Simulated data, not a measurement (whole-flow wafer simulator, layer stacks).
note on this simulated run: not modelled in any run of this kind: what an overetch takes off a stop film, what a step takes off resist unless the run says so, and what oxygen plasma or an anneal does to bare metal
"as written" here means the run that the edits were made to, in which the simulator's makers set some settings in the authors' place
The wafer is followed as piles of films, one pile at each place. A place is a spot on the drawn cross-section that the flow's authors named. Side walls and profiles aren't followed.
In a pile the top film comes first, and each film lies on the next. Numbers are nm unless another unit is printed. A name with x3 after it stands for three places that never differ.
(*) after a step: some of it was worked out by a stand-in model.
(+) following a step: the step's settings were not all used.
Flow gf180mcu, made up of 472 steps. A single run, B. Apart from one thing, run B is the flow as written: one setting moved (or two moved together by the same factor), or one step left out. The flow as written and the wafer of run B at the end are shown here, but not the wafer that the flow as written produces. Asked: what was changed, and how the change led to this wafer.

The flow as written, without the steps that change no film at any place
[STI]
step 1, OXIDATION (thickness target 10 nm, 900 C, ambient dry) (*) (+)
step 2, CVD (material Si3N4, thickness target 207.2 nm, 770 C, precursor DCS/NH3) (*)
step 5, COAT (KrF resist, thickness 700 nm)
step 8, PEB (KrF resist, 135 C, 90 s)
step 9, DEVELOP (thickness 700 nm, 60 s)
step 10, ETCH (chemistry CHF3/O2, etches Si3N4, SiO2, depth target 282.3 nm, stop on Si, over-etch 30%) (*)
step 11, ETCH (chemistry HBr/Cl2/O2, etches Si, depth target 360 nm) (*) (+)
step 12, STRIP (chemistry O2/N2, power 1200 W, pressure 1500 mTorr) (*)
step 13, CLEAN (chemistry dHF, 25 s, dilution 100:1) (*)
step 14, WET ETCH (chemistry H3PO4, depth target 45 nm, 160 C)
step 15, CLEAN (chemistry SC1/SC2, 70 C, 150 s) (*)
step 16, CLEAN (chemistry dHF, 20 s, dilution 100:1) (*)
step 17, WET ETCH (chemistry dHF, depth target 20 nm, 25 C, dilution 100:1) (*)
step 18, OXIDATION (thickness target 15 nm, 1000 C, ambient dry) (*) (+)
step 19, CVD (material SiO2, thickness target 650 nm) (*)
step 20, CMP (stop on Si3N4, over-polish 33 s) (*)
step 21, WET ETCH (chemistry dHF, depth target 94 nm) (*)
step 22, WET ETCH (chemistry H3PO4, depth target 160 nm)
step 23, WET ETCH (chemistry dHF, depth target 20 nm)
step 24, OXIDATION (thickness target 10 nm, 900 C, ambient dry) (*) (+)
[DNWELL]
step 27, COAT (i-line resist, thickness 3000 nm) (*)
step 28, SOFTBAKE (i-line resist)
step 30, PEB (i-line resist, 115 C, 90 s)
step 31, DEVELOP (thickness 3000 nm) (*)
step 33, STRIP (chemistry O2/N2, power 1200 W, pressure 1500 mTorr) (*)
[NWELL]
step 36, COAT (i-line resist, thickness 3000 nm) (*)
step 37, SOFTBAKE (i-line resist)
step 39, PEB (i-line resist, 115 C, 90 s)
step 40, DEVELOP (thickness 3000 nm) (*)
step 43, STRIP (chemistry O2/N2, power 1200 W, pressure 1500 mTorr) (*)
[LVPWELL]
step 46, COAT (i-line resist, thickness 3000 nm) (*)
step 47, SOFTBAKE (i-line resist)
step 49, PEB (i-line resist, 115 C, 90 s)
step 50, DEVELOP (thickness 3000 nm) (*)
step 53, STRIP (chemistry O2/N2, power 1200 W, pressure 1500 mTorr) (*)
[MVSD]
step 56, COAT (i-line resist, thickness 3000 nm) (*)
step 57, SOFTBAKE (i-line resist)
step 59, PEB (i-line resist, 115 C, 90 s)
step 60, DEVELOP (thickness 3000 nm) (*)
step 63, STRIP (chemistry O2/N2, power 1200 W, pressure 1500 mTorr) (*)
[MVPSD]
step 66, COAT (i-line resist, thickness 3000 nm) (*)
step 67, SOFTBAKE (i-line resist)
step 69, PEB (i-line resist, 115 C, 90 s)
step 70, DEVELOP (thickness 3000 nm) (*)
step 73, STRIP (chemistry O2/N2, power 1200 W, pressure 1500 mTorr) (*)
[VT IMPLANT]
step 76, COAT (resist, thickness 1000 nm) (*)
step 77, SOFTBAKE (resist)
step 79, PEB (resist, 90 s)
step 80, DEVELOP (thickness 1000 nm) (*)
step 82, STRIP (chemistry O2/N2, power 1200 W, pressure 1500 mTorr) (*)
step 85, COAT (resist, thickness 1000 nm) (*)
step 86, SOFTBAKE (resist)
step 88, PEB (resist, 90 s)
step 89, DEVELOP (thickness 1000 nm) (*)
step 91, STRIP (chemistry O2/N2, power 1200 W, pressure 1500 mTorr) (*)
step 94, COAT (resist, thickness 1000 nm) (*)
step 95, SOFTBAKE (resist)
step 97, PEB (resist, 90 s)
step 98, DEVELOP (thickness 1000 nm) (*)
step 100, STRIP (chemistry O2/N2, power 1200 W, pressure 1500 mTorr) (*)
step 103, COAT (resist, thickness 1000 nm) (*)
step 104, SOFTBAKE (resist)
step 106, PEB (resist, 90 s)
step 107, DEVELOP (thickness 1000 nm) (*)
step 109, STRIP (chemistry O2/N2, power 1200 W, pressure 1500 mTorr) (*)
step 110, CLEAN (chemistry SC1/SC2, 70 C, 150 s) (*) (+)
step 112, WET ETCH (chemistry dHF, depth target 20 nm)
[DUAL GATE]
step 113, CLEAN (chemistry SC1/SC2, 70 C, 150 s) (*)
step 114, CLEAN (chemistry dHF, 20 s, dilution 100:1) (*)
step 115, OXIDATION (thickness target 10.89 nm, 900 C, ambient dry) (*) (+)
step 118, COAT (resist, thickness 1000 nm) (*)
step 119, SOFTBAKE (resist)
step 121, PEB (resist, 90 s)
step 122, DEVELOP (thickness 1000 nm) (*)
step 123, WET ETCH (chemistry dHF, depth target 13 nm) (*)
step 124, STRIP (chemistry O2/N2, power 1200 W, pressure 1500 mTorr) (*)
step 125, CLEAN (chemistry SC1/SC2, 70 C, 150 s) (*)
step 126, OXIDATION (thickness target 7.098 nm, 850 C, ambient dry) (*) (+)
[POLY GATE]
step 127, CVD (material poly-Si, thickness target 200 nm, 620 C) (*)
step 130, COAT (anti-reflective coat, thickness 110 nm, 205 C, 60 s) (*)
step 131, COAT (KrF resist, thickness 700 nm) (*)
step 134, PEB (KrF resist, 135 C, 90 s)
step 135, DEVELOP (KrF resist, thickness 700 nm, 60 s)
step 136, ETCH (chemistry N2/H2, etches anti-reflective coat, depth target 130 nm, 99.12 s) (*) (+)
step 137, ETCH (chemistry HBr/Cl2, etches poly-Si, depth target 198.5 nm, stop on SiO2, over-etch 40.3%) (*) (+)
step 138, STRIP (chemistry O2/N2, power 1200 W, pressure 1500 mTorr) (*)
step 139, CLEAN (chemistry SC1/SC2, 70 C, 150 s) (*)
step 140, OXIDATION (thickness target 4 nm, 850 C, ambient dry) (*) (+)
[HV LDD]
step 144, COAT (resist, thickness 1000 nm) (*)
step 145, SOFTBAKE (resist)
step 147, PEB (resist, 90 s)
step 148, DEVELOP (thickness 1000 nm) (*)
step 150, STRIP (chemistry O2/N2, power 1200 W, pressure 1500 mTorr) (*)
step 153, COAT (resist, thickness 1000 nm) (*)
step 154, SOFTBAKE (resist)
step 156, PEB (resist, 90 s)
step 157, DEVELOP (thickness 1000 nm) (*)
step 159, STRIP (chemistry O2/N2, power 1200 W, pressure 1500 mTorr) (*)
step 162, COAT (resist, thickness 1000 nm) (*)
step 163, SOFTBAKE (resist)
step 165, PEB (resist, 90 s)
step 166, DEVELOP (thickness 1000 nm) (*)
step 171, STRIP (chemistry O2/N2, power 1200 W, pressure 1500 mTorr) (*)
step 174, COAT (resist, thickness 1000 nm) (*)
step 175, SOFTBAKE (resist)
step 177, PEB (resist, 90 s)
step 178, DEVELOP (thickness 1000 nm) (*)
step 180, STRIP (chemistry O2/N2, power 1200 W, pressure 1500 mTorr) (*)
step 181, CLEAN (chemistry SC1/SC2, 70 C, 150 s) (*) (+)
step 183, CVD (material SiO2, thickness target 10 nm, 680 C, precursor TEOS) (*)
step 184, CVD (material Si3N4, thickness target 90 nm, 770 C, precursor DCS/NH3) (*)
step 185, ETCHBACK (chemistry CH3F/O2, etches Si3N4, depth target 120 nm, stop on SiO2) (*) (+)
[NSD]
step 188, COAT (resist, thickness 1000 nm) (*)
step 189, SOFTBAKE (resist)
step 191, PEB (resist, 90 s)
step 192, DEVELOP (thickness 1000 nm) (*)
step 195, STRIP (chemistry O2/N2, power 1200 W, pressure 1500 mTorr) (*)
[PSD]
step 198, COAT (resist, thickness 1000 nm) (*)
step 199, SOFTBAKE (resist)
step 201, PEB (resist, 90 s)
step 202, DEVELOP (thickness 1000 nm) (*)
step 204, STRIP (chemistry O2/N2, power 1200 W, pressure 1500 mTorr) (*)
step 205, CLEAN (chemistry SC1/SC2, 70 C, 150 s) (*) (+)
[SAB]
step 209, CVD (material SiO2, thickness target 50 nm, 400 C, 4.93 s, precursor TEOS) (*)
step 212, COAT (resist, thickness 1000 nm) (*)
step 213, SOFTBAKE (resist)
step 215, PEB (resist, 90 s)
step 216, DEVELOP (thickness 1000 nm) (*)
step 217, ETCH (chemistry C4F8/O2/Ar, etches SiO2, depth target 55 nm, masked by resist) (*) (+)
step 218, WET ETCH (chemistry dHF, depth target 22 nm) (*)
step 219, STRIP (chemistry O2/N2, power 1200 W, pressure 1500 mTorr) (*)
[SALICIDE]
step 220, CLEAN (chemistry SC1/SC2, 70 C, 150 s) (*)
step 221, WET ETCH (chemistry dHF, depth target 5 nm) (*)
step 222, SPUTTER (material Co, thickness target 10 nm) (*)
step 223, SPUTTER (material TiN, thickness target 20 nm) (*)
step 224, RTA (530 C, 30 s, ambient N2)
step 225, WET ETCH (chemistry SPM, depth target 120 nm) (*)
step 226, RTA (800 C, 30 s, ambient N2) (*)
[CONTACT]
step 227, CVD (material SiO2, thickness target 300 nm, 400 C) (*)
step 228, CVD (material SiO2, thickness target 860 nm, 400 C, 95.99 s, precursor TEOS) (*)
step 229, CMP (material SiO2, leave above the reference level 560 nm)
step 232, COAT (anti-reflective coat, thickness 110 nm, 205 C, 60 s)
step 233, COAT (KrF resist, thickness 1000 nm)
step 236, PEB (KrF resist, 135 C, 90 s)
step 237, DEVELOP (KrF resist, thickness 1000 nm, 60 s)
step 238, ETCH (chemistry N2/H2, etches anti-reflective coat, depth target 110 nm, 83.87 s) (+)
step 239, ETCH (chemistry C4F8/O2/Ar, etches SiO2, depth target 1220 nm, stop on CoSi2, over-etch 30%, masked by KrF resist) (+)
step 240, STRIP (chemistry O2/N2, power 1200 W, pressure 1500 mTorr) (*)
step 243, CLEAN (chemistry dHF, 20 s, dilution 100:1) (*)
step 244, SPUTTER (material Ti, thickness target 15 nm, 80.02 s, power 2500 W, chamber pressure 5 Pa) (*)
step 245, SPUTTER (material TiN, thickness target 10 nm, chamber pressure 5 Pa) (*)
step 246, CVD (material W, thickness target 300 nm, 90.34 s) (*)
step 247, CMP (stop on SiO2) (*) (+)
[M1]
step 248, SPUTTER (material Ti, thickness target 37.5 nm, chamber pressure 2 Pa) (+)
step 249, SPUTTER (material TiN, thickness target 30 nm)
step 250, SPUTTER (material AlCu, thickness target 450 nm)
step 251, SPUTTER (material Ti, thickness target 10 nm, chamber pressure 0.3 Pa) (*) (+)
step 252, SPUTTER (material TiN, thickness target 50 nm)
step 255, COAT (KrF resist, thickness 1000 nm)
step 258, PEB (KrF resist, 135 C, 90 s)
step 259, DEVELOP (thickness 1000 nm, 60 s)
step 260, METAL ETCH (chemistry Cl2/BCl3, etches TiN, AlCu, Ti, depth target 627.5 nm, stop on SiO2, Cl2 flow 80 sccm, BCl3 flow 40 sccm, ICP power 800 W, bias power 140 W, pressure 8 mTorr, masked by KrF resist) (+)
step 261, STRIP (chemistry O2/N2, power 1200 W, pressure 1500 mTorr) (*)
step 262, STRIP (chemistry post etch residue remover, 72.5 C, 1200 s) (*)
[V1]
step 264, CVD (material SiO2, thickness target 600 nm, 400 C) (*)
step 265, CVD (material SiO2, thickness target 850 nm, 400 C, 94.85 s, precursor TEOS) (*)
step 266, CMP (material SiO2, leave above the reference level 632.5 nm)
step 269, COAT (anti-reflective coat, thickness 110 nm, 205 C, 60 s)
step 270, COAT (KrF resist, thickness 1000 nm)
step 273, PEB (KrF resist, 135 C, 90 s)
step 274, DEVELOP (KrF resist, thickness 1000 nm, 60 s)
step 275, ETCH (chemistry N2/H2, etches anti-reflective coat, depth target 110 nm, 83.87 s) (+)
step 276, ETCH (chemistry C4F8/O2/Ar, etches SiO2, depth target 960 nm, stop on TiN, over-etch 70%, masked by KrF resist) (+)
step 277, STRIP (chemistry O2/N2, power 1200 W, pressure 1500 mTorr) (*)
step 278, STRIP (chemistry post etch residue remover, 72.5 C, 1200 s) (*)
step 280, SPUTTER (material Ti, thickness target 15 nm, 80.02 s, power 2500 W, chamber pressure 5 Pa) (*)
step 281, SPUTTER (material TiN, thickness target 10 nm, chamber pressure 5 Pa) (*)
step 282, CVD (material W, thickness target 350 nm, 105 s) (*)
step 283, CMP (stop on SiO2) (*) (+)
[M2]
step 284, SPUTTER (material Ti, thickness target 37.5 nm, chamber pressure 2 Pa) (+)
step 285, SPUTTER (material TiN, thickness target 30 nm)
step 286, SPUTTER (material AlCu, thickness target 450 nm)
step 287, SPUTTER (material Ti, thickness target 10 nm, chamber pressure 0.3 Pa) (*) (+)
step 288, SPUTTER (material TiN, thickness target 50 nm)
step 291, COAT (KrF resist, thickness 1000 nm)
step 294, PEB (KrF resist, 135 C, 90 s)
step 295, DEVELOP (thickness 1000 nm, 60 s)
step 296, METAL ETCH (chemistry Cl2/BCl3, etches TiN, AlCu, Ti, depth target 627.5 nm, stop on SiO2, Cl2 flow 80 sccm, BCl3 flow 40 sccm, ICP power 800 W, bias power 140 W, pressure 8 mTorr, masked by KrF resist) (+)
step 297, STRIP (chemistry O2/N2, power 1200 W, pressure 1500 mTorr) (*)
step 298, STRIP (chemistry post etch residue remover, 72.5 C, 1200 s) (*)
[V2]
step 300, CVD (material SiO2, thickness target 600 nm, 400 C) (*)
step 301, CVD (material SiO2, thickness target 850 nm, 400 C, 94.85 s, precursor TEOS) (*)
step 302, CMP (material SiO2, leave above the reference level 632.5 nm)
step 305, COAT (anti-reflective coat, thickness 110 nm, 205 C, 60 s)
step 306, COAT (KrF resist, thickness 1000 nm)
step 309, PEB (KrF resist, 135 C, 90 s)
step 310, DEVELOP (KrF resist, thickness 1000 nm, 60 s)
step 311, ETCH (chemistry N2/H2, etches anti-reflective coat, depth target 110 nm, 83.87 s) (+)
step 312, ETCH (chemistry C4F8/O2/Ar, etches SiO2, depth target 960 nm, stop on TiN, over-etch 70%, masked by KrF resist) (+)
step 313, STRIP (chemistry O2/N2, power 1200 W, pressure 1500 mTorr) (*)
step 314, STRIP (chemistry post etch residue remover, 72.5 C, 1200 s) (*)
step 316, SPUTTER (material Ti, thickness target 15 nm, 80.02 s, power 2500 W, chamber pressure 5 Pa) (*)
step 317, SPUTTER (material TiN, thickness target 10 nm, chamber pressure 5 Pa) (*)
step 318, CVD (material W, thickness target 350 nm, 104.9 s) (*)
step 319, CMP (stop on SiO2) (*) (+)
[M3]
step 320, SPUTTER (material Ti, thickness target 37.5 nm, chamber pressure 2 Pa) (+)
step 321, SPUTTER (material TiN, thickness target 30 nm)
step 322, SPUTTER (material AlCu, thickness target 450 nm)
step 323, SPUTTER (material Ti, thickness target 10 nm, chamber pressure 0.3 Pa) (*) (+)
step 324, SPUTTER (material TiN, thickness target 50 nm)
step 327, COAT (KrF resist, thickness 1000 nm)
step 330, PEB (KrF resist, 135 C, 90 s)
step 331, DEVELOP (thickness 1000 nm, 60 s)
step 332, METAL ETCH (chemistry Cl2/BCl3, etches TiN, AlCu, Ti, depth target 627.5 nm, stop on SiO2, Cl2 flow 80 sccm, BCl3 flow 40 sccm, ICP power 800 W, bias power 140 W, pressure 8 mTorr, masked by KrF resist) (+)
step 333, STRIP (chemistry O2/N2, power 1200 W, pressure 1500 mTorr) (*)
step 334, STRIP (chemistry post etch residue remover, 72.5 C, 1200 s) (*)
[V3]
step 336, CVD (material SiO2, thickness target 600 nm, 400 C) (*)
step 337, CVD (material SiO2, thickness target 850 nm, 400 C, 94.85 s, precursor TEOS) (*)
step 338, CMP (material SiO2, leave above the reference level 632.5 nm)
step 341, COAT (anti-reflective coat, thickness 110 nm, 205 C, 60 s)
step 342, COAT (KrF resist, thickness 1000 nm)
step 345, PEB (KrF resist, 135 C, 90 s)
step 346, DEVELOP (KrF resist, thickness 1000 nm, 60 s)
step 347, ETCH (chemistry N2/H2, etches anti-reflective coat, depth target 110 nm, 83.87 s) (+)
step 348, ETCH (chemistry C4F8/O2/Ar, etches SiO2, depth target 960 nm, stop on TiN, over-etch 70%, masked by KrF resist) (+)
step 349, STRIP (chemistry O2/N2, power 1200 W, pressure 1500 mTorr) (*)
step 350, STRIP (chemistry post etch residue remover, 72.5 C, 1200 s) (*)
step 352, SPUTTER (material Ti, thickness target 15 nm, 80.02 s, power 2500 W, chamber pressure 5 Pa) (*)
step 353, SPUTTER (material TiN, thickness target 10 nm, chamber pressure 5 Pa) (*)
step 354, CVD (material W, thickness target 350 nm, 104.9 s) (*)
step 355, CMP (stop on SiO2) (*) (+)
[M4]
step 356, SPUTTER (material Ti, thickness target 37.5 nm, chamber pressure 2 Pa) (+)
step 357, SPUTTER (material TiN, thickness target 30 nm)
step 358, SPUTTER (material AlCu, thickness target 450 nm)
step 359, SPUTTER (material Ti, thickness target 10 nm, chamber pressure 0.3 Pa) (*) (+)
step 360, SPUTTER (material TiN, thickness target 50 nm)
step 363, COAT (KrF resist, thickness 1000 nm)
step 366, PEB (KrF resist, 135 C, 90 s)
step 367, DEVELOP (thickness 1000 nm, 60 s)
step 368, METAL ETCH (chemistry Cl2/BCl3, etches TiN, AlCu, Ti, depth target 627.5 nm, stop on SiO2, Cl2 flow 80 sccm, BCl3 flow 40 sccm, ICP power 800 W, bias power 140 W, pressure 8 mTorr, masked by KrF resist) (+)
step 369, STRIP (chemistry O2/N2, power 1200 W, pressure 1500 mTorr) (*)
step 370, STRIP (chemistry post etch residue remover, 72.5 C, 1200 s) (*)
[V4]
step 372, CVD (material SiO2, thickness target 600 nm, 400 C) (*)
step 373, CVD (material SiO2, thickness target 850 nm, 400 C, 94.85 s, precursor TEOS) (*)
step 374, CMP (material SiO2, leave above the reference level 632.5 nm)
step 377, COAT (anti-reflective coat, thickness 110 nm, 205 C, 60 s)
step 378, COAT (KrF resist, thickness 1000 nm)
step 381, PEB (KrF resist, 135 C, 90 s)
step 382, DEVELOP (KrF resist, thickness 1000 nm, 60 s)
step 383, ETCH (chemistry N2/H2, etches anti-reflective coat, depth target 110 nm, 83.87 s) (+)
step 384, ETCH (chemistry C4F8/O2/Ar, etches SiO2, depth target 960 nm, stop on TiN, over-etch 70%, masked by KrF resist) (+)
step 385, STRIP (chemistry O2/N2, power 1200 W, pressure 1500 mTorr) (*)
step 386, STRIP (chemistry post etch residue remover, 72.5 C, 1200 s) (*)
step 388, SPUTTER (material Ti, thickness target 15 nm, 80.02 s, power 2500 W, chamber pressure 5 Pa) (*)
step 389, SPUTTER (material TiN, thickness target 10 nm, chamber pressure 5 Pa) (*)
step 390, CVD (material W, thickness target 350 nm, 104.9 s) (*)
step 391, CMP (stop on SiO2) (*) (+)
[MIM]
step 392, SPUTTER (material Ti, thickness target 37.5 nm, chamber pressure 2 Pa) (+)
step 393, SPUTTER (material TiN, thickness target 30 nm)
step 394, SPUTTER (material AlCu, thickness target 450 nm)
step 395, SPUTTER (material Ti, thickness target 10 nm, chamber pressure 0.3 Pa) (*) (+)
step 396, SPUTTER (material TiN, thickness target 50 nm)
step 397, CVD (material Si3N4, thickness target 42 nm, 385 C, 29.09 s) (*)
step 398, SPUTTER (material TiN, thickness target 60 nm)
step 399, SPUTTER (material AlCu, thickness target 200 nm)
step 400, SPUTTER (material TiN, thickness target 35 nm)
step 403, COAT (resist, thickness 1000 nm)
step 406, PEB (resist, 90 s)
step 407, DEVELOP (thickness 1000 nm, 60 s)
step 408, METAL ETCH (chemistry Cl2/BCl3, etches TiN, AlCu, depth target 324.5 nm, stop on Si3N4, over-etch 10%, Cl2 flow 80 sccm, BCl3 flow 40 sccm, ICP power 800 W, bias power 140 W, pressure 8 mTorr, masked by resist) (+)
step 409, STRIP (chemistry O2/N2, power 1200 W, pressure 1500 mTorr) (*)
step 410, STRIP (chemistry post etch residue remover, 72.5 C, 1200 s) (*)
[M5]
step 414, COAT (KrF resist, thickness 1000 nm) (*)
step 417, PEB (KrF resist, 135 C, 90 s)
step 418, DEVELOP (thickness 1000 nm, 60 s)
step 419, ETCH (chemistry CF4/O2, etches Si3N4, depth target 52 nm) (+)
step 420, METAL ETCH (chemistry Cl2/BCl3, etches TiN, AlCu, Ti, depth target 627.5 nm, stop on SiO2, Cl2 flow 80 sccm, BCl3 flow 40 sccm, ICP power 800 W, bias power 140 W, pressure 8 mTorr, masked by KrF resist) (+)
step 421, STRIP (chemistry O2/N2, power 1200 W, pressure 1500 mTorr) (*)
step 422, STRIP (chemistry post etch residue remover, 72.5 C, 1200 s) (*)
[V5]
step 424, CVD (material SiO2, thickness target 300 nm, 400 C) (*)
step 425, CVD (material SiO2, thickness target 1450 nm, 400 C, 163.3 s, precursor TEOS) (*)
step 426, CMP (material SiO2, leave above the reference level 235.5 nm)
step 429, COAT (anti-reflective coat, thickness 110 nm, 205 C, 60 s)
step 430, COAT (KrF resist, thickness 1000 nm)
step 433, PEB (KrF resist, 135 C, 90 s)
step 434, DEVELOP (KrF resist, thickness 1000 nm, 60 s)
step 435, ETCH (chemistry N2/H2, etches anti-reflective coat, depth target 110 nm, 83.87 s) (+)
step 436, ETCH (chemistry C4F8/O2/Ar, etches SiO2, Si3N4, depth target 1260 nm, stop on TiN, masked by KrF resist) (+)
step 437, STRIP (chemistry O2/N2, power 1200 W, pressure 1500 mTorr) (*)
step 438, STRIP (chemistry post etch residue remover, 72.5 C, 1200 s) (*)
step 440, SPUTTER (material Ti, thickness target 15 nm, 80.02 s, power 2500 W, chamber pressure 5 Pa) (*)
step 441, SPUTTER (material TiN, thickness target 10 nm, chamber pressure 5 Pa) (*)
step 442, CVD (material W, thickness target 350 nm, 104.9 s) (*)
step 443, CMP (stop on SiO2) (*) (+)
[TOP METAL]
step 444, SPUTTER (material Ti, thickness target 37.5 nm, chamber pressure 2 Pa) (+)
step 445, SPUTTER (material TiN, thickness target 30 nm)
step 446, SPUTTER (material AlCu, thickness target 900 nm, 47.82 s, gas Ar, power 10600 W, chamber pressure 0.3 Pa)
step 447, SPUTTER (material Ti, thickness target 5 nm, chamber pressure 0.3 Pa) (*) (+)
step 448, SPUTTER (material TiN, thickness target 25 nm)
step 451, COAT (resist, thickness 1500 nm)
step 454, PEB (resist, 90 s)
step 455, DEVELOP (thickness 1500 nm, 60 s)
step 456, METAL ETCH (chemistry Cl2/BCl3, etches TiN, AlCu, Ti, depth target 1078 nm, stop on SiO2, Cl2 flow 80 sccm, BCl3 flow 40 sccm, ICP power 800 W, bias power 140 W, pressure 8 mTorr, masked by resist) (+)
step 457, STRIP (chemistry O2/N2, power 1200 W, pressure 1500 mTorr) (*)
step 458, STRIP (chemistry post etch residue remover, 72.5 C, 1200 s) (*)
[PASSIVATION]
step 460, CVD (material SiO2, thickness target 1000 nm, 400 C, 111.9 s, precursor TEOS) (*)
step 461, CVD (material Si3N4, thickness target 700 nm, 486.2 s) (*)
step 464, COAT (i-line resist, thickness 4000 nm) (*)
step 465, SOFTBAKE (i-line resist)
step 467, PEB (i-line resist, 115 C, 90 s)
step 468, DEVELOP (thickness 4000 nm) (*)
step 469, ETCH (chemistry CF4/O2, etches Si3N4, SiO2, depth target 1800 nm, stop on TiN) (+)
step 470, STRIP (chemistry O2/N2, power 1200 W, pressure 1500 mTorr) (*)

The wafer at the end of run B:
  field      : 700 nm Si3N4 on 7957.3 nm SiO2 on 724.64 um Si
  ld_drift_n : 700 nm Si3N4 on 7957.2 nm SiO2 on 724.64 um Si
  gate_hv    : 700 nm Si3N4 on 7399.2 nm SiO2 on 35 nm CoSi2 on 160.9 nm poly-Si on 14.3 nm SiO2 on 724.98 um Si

What caused this: step 322, SPUTTER: thickness target 180 nm was run, while the flow as written has thickness target 450 nm.

Step by step, how the change led to this:
  step 322, SPUTTER (material AlCu, thickness target 450 nm)
      field, field__w1, field__w2 and 108 more: AlCu gains 180 (new film) (it would be, as written: AlCu gains 450 (new film))
  step 332, METAL ETCH (chemistry Cl2/BCl3, etches TiN, AlCu, Ti, depth target 627.5 nm, stop on SiO2, Cl2 flow 80 sccm, BCl3 flow 40 sccm, ICP power 800 W, bias power 140 W, pressure 8 mTorr, masked by KrF resist) (+)
      field, field__w1, field__w2 and 103 more: TiN loses 50 (all of it), Ti loses 10 (all of it), AlCu loses 180 (all of it), TiN loses 30 (all of it), Ti loses 37.5 (all of it) (it would be, as written: TiN loses 50 (all of it), Ti loses 10 (all of it), AlCu loses 450 (all of it), TiN loses 30 (all of it), Ti loses 37.5 (all of it))
      field__w8, contact, m1, m1__w1, m1_nw: KrF resist loses 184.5 (it would be, as written: KrF resist loses 251)
  step 333, STRIP (chemistry O2/N2, power 1200 W, pressure 1500 mTorr) (*)
      field__w8, contact, m1, m1__w1, m1_nw: KrF resist loses 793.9 (all of it) (it would be, as written: KrF resist loses 727.4 (all of it))
  step 338, CMP (material SiO2, leave above the reference level 632.5 nm)
      field, field__w1, field__w2 and 103 more: SiO2 loses 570 (it would be, as written: SiO2 loses 300)
